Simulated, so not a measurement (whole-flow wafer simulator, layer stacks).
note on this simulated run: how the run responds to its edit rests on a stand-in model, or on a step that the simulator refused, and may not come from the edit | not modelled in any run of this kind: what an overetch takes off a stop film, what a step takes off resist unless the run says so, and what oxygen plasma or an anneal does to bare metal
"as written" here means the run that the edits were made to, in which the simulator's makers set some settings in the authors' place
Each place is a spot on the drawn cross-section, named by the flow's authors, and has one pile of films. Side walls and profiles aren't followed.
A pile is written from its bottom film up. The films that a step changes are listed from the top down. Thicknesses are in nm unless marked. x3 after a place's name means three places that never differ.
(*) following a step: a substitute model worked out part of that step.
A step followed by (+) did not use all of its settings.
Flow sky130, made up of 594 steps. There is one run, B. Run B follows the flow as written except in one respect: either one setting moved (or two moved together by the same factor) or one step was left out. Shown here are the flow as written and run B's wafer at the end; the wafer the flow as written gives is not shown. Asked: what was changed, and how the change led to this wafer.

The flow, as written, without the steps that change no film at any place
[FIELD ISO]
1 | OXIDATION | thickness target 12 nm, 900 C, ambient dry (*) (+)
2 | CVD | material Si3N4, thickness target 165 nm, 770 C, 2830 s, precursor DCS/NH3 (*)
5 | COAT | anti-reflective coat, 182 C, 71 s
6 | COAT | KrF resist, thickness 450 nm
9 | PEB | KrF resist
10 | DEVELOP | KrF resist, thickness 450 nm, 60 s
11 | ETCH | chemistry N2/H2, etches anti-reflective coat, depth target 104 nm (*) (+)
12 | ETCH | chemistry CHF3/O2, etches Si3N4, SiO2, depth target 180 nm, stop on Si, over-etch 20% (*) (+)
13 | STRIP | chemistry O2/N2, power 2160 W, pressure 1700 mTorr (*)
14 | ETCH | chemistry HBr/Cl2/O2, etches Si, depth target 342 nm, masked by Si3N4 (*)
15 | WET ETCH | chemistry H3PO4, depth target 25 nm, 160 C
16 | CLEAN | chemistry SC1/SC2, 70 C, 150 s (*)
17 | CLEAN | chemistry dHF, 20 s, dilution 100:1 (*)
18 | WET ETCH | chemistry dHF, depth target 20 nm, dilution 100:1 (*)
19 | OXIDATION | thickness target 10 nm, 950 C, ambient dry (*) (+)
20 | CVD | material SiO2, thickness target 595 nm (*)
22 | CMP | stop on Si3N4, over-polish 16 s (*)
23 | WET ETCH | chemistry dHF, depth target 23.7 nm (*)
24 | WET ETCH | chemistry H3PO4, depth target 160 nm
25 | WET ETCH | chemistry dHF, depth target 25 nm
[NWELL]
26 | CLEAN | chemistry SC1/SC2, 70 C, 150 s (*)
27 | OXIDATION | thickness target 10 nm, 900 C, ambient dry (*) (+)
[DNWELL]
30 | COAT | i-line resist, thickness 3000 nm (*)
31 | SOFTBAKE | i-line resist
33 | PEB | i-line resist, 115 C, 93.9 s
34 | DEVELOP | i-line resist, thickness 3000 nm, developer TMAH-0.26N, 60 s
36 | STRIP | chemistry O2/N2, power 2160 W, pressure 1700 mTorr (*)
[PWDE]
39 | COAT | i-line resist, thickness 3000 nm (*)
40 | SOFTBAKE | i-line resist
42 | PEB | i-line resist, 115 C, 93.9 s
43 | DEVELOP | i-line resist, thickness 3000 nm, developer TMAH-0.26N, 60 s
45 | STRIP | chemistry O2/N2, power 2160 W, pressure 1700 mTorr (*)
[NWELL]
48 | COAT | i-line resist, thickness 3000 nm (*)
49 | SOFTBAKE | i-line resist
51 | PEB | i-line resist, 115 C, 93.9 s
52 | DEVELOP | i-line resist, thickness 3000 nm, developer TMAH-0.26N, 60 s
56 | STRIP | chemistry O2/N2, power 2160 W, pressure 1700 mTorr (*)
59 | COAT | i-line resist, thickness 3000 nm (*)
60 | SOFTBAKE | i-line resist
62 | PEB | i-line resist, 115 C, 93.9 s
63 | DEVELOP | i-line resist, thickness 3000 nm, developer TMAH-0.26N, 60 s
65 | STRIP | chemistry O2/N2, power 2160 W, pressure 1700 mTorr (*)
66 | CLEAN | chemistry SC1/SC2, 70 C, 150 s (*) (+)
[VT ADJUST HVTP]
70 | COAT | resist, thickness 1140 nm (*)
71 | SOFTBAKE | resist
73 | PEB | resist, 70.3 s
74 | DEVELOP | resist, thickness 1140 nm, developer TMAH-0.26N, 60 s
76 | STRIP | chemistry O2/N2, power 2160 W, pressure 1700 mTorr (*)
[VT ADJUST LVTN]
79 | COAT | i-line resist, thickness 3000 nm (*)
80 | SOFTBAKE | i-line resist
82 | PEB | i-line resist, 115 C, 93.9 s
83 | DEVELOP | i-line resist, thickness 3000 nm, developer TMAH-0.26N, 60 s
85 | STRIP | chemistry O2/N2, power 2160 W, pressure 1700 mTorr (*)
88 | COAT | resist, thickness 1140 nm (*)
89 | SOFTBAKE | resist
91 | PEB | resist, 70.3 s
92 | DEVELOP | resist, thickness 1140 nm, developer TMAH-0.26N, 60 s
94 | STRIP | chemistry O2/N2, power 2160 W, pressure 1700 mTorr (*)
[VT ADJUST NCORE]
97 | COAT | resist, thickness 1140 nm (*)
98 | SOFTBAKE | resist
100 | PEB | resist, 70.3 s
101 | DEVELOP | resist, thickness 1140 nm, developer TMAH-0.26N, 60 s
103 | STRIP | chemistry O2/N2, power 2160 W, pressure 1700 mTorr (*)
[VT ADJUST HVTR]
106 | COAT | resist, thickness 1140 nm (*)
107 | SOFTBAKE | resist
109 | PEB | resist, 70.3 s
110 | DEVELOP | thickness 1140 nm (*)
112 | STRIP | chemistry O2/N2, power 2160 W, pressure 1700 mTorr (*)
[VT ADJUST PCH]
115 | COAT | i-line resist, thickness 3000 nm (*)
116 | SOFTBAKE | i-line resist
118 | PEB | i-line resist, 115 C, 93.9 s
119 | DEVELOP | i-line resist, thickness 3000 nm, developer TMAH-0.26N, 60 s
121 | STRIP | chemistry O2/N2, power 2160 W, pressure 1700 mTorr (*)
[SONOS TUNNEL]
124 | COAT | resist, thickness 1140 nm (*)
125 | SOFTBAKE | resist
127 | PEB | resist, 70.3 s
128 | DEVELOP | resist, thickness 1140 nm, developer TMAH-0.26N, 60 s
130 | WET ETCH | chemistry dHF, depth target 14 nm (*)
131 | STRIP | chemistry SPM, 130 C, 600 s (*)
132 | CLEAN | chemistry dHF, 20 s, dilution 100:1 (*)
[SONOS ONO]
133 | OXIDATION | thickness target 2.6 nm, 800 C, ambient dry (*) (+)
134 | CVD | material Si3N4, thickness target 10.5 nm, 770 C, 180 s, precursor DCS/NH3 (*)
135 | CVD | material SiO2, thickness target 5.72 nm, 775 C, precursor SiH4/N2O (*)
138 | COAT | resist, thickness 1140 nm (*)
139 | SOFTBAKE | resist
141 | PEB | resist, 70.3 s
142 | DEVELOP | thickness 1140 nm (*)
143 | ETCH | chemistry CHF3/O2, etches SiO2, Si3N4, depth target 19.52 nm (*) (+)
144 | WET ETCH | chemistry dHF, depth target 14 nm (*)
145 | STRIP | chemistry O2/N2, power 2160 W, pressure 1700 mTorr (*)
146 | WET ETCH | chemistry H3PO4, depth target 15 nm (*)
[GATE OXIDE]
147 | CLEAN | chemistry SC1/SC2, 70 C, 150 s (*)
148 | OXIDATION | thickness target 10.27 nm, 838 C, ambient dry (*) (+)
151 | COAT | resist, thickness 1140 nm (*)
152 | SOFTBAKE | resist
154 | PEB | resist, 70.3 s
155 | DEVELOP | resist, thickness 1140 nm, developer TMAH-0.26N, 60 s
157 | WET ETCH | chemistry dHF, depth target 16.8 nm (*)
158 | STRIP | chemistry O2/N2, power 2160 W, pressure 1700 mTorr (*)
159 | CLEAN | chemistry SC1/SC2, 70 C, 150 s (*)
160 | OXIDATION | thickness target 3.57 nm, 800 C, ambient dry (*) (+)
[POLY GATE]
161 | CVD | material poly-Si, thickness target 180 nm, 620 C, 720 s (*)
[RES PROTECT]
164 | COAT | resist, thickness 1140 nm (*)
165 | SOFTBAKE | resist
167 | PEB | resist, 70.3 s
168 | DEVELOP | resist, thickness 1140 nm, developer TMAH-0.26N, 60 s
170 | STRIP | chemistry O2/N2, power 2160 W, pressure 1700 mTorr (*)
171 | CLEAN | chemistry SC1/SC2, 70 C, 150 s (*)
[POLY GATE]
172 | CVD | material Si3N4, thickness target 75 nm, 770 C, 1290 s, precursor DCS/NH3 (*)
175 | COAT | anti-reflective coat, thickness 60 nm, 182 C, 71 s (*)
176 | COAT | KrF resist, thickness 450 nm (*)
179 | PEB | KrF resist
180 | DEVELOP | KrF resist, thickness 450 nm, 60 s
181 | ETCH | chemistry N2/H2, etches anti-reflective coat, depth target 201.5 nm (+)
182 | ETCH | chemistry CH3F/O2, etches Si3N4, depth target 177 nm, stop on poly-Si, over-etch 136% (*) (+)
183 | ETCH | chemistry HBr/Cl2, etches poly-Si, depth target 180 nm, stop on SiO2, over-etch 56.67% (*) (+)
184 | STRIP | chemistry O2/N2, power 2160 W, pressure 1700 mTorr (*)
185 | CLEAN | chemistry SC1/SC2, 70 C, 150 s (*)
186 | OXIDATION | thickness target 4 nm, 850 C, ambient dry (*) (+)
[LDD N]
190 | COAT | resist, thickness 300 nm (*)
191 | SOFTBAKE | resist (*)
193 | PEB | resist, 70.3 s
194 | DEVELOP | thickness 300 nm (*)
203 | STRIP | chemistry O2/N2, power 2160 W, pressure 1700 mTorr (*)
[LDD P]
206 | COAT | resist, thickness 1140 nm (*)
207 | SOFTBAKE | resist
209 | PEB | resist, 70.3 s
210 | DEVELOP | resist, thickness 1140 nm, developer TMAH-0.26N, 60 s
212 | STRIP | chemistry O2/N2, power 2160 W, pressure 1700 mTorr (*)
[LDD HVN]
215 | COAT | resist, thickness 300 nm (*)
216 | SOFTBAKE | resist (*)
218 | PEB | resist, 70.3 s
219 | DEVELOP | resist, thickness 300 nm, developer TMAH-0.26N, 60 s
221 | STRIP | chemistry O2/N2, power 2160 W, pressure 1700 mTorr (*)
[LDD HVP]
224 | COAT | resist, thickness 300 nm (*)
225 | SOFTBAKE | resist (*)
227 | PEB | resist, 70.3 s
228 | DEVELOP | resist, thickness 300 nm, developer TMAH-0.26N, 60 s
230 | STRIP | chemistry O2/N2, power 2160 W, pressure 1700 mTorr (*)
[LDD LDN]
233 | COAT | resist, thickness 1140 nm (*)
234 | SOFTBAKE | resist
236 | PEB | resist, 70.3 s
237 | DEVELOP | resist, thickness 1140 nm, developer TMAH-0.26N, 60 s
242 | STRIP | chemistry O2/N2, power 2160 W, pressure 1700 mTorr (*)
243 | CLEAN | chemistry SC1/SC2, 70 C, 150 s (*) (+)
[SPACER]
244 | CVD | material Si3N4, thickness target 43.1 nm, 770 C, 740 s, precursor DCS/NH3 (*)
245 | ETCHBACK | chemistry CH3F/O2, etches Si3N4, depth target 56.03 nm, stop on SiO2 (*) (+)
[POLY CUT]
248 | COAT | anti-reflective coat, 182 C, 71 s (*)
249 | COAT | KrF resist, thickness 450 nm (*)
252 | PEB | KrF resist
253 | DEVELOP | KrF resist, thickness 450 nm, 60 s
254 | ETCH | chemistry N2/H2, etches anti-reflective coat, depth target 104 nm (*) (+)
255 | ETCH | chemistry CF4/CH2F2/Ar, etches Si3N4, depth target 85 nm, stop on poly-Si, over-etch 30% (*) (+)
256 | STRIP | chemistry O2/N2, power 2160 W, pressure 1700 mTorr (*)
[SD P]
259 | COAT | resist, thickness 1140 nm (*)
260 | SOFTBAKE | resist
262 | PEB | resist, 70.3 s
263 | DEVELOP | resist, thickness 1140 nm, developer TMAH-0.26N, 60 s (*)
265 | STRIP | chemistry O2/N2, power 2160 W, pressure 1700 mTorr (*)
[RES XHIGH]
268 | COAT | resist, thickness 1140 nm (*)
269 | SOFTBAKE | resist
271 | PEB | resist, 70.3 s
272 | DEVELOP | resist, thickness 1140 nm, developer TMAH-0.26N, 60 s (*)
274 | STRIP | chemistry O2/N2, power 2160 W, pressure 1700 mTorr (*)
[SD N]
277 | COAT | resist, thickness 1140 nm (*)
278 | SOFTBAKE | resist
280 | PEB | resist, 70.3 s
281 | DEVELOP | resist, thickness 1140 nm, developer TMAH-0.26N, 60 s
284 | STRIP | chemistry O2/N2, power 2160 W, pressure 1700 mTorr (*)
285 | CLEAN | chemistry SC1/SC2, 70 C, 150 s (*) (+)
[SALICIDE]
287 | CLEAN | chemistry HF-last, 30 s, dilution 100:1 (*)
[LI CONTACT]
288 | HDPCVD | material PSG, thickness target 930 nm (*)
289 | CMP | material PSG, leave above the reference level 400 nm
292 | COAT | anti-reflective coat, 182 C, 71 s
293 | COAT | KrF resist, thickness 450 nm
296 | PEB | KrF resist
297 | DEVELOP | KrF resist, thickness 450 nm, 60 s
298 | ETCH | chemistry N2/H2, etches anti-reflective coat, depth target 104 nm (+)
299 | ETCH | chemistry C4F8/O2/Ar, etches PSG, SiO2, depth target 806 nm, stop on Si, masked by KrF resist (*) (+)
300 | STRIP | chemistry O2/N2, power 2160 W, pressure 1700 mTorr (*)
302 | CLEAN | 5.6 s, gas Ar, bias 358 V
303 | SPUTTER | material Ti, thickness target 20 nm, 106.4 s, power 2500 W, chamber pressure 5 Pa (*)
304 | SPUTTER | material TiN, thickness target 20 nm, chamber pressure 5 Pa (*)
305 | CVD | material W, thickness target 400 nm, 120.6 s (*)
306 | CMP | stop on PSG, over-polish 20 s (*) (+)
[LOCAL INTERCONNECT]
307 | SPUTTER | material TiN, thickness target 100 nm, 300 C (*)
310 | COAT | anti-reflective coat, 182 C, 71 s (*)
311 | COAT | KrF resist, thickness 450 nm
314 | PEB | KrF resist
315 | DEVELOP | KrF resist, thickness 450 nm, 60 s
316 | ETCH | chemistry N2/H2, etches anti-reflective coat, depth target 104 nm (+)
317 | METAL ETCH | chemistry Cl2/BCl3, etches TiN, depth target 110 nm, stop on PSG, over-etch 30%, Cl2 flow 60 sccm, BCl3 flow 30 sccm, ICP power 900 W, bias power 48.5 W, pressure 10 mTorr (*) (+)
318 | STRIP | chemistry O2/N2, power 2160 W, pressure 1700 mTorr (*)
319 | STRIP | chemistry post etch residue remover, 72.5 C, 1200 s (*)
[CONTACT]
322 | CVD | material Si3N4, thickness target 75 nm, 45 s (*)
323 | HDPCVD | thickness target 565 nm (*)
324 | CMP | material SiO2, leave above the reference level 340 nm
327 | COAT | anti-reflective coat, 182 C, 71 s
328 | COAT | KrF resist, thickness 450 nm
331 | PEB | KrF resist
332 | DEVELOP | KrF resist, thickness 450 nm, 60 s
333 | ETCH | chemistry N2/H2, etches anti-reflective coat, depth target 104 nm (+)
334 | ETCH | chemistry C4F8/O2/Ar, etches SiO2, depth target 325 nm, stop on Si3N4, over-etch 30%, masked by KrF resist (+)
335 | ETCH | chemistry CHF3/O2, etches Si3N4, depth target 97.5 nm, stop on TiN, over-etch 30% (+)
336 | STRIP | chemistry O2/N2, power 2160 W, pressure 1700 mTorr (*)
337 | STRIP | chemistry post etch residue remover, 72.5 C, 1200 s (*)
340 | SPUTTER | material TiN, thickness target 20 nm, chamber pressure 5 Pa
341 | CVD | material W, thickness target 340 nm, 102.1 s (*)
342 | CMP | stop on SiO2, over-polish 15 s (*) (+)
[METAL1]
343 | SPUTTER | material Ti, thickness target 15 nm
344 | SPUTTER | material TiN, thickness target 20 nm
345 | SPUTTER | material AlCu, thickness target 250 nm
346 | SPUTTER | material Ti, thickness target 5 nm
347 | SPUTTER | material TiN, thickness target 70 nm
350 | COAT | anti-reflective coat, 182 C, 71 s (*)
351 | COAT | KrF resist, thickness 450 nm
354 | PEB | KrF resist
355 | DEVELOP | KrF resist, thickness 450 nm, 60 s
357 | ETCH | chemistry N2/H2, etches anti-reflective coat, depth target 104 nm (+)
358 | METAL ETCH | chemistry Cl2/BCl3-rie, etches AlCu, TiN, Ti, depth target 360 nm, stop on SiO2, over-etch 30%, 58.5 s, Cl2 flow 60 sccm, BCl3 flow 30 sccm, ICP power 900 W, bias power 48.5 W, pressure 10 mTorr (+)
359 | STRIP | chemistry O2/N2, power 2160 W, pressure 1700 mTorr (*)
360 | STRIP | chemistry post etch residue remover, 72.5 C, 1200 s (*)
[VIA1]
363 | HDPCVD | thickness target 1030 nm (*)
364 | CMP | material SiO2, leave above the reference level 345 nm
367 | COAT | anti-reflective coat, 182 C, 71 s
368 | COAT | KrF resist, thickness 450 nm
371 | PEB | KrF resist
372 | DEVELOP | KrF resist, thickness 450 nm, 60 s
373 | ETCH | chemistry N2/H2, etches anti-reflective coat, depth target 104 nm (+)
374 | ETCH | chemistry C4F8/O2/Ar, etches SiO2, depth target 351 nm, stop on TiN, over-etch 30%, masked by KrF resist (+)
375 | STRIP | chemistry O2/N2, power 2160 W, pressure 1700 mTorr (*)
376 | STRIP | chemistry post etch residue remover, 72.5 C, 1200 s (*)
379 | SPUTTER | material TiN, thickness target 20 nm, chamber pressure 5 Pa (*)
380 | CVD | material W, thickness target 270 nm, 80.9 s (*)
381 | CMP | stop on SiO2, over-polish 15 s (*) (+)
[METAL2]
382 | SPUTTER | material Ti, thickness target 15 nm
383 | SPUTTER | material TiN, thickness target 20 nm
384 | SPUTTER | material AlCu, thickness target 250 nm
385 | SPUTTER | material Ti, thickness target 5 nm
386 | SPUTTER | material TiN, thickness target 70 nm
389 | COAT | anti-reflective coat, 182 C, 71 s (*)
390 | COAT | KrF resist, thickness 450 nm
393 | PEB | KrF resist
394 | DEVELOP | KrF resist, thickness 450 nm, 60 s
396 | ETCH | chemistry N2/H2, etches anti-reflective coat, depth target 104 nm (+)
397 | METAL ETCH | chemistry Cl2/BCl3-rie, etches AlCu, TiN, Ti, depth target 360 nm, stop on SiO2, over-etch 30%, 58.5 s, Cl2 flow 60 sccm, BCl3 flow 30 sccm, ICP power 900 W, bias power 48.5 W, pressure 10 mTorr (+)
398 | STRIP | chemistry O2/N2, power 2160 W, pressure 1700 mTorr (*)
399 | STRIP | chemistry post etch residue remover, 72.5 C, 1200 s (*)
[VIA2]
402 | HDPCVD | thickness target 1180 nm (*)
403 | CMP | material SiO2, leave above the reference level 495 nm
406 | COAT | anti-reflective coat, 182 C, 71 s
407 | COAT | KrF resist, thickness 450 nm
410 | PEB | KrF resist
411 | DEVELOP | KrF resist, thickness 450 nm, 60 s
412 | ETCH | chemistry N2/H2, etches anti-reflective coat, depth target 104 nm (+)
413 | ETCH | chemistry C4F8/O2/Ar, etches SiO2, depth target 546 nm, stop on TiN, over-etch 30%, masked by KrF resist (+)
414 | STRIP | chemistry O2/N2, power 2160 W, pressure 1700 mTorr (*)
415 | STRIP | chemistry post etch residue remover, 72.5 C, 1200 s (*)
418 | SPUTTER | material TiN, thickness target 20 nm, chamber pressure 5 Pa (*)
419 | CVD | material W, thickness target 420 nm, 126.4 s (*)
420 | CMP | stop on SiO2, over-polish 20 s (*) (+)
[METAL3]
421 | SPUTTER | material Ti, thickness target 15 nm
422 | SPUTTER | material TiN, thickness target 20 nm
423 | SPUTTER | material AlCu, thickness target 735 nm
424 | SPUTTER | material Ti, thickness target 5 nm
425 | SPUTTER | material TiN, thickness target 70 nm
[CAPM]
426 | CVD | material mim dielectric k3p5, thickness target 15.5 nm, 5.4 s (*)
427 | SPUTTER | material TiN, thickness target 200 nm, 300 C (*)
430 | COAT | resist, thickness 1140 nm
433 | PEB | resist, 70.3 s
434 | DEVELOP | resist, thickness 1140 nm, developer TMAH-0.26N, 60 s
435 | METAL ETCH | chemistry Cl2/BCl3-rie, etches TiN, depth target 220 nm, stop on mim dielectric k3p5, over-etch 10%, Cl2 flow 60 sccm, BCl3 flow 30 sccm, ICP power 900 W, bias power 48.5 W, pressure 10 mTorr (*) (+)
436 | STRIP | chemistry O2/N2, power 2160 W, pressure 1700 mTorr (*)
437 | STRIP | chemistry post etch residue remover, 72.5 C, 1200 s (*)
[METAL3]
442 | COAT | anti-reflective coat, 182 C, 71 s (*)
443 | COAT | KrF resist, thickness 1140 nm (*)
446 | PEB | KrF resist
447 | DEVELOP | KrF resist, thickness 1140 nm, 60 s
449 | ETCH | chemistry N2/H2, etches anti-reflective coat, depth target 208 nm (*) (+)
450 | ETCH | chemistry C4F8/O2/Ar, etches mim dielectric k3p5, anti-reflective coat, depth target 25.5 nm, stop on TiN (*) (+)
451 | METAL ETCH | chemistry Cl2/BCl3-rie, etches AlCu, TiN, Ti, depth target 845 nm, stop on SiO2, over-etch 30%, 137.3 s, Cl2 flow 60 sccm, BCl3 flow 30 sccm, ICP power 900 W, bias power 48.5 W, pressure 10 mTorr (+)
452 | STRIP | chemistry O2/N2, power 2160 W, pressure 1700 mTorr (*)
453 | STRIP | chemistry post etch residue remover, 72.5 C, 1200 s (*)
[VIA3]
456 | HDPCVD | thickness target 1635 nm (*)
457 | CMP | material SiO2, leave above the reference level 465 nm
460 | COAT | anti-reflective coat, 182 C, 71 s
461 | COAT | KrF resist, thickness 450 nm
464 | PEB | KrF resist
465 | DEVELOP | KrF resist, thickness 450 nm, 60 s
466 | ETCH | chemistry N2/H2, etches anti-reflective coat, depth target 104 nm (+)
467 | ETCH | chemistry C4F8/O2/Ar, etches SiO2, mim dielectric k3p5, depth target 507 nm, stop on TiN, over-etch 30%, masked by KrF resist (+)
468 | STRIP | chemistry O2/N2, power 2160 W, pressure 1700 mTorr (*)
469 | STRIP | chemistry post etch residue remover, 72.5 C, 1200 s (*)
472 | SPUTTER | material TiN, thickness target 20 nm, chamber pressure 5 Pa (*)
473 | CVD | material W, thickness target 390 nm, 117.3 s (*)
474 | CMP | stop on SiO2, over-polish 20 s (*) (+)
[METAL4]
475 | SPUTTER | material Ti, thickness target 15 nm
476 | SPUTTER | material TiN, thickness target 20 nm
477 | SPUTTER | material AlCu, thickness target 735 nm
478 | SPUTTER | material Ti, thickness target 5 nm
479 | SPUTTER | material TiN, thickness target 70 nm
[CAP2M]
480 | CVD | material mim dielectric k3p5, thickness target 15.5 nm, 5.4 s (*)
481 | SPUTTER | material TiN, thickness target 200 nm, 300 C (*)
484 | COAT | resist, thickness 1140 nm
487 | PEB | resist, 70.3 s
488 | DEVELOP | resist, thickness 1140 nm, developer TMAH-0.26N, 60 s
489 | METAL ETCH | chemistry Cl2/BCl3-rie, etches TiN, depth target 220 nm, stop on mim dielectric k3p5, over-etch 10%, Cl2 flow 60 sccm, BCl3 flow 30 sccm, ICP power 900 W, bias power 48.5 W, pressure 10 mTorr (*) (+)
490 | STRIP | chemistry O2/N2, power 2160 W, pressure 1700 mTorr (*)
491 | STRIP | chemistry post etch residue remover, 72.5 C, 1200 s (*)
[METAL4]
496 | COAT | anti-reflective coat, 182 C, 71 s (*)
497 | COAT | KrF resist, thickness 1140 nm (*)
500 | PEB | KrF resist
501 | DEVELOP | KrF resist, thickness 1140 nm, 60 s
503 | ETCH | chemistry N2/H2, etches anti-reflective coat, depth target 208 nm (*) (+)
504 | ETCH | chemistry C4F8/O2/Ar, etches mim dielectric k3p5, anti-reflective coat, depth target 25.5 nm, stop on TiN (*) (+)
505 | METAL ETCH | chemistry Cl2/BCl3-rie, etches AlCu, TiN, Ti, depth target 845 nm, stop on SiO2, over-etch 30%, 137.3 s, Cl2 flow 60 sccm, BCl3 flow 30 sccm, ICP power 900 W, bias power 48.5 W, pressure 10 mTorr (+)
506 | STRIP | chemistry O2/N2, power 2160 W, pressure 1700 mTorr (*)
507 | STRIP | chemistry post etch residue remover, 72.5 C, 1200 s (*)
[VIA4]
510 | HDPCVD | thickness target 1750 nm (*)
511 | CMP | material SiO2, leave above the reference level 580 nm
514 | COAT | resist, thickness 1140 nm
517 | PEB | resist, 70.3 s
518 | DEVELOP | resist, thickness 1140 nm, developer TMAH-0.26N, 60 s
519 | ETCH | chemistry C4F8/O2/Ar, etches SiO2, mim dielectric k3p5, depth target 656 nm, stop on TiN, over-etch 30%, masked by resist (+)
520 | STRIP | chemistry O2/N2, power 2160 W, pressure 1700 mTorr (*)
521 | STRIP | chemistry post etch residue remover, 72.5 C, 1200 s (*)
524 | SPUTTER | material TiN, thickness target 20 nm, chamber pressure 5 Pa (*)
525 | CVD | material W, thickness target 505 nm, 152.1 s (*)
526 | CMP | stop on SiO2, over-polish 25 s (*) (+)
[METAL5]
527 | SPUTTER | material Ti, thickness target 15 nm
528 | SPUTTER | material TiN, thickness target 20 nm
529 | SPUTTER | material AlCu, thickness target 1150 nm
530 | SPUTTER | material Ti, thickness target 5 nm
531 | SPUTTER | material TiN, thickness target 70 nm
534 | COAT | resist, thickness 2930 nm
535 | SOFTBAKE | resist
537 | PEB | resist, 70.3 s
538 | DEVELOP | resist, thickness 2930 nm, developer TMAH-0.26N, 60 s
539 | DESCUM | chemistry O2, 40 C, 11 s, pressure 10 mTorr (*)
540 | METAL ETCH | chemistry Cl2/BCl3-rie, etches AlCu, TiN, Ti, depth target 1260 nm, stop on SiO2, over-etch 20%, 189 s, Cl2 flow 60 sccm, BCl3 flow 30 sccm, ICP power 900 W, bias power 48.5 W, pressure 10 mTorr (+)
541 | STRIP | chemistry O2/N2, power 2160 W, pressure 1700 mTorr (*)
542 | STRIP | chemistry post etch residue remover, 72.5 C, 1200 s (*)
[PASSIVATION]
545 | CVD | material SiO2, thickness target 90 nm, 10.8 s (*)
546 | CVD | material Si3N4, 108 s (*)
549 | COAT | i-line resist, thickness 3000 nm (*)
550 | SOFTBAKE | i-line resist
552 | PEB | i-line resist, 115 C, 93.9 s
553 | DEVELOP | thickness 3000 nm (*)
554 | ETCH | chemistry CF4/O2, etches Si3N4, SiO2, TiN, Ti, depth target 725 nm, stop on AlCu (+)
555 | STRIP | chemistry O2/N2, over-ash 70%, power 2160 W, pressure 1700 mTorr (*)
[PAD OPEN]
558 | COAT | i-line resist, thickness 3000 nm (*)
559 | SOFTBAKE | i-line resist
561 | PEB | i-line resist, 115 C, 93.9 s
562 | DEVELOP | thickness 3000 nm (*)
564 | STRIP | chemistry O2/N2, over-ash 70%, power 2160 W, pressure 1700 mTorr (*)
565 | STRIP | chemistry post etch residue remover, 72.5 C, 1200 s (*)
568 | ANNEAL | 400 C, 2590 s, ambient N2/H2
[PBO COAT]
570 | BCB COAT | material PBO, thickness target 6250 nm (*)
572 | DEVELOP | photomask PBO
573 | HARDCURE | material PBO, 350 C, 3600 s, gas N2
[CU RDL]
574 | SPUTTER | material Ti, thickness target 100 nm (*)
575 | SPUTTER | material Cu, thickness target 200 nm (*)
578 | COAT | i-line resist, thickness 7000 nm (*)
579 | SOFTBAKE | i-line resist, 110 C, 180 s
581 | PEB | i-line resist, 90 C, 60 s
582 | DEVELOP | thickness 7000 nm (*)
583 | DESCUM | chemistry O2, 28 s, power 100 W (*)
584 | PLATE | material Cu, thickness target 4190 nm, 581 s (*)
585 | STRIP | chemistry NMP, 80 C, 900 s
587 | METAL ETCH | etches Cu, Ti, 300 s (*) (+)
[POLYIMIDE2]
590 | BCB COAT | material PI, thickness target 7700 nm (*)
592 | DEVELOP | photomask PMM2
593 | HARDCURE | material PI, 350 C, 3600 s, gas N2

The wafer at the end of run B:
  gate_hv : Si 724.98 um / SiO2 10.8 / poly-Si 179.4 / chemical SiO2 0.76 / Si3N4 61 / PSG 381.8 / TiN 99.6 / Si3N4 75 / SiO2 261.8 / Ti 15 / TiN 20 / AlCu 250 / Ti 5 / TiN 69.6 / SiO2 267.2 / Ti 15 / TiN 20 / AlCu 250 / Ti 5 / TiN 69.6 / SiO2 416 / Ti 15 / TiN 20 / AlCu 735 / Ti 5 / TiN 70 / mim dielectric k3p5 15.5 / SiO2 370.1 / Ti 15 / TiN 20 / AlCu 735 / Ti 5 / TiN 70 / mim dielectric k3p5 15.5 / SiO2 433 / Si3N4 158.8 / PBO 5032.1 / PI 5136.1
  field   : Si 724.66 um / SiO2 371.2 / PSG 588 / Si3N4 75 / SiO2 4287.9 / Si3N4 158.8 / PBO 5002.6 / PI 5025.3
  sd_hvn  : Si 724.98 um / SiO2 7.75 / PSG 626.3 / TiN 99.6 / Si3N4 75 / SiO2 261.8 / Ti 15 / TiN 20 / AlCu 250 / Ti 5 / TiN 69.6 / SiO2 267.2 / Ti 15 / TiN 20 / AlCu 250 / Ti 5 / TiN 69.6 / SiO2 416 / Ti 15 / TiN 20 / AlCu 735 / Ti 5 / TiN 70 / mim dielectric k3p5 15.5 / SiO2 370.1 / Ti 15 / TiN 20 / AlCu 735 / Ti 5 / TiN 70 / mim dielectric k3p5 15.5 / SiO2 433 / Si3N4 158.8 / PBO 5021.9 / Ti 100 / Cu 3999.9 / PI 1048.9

What caused this: step 511, CMP: leave above the reference level 429 nm was run, though the flow has leave above the reference level 580 nm.

Step by step, how the change led to this:
  511 | CMP | material SiO2, leave above the reference level 580 nm
      n_well, p_well, gate_hv and 99 more: SiO2 loses 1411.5 (as written it would have been: SiO2 loses 1260.5)
      field, active, gate and 77 more: SiO2 loses 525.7 (as written it would have been: SiO2 loses 374.7)
      (and at 11 other places as well)
  519 | ETCH | chemistry C4F8/O2/Ar, etches SiO2, mim dielectric k3p5, depth target 656 nm, stop on TiN, over-etch 30%, masked by resist (+)
      field, active, n_well and 188 more: resist loses 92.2 (as written it would have been: resist loses 131.2)
      m1: SiO2 loses 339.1 (all of it), mim dielectric k3p5 loses 15.5 (all of it) (as written it would have been: SiO2 loses 490.1 (all of it), mim dielectric k3p5 loses 15.5 (all of it))
      (and at 1 other place as well)
  520 | STRIP | chemistry O2/N2, power 2160 W, pressure 1700 mTorr (*)
      field, active, n_well and 188 more: resist loses 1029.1 (all of it) (as written it would have been: resist loses 990.1 (all of it))
  524 | SPUTTER | material TiN, thickness target 20 nm, chamber pressure 5 Pa (*)
      m1, via4_hole: TiN gains 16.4 (as written it would have been: TiN gains 15.3)
  525 | CVD | material W, thickness target 505 nm, 152.1 s (*)
      m1: W gains 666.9 (new film) (as written it would have been: W gains 1015.8 (new film))
      via4_hole: W gains 668 (new film) (as written it would have been: W gains 1015.2 (new film))
  526 | CMP | stop on SiO2, over-polish 25 s (*) (+)
      m1: W loses 335.9 (as written it would have been: W loses 532.7)
      via4_hole: W loses 337.6 (as written it would have been: W loses 532.7)
